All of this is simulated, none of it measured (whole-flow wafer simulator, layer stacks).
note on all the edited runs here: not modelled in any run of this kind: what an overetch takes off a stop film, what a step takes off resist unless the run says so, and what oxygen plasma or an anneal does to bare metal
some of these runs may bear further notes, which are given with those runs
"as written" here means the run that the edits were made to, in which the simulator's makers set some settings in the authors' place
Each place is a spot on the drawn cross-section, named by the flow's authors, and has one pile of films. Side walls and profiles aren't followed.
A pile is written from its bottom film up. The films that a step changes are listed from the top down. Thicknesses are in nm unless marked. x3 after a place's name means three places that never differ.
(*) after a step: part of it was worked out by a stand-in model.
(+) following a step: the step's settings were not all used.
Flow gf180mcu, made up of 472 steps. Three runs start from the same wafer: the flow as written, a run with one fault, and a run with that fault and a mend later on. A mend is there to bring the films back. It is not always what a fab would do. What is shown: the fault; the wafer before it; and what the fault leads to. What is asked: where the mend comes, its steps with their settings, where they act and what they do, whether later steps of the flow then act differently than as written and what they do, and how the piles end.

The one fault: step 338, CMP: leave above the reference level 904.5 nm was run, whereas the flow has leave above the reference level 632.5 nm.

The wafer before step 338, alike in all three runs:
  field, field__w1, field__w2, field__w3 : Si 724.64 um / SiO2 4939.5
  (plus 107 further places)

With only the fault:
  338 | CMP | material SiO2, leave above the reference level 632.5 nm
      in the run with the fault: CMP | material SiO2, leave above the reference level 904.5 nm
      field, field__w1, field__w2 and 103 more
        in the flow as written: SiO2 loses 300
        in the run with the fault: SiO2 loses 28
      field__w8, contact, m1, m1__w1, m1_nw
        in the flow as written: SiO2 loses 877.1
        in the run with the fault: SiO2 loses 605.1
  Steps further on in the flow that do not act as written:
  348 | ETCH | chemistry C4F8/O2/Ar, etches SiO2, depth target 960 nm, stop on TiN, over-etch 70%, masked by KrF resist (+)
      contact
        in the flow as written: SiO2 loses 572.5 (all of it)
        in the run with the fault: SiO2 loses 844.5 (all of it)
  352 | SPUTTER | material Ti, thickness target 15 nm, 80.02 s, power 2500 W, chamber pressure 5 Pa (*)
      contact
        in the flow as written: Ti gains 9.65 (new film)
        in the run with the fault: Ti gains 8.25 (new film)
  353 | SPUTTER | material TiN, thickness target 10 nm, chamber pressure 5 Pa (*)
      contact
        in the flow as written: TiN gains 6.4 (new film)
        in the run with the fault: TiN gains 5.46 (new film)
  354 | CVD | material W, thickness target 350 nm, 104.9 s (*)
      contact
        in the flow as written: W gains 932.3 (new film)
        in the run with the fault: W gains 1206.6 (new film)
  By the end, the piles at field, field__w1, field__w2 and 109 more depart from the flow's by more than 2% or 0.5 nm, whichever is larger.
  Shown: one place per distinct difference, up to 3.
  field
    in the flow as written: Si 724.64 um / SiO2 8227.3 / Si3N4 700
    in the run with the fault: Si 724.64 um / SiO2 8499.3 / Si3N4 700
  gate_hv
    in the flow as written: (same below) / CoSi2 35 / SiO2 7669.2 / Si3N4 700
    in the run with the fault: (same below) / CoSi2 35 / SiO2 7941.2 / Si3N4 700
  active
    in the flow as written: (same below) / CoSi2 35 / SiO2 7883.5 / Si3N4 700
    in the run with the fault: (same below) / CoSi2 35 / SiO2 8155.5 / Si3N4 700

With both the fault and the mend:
  After step 346 comes the mend.
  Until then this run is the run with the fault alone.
  346a | STRIP | chemistry O2/N2, power 2160 W, pressure 1700 mTorr (*)
      field, field__w1, field__w2 and 107 more
        KrF resist loses 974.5 (all of it), anti-reflective coat loses 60 (all of it)
      contact
        anti-reflective coat loses 60 (all of it)
  346b | CMP | material SiO2, leave above the reference level 632.5 nm (a further turn of the flow's step 338)
      field, field__w1, field__w2 and 108 more
        SiO2 loses 272
  346c | HMDS | 120 C, 60 s (a further turn of the flow's step 340)
      alters no film at any place that is followed
  346d | COAT | anti-reflective coat, thickness 60 nm, 182 C, 71 s (a further turn of the flow's step 341)
      field, field__w1, field__w2 and 108 more
        anti-reflective coat gains 60 (new film)
  346e | COAT | KrF resist, thickness 1000 nm (a further turn of the flow's step 342)
      field, field__w1, field__w2 and 108 more
        KrF resist gains 1000 (new film)
  346f | SOFTBAKE | KrF resist (a further turn of the flow's step 343)
      alters no film at any place that is followed
  346g | EXPOSE | photomask Via3 (a further turn of the flow's step 344)
      alters no film at any place that is followed
  346h | PEB | KrF resist, 135 C, 90 s (a further turn of the flow's step 345)
      field, field__w1, field__w2 and 108 more
        KrF resist loses 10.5
  346i | DEVELOP | KrF resist, thickness 1000 nm, 60 s (a further turn of the flow's step 346)
      field, field__w1, field__w2 and 107 more
        KrF resist loses 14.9
      contact
        KrF resist loses 989.5 (all of it)
  Every later step of the flow that is run acts as written at every place that is followed.
  At every place that both follow, the piles at the end match the flow's.
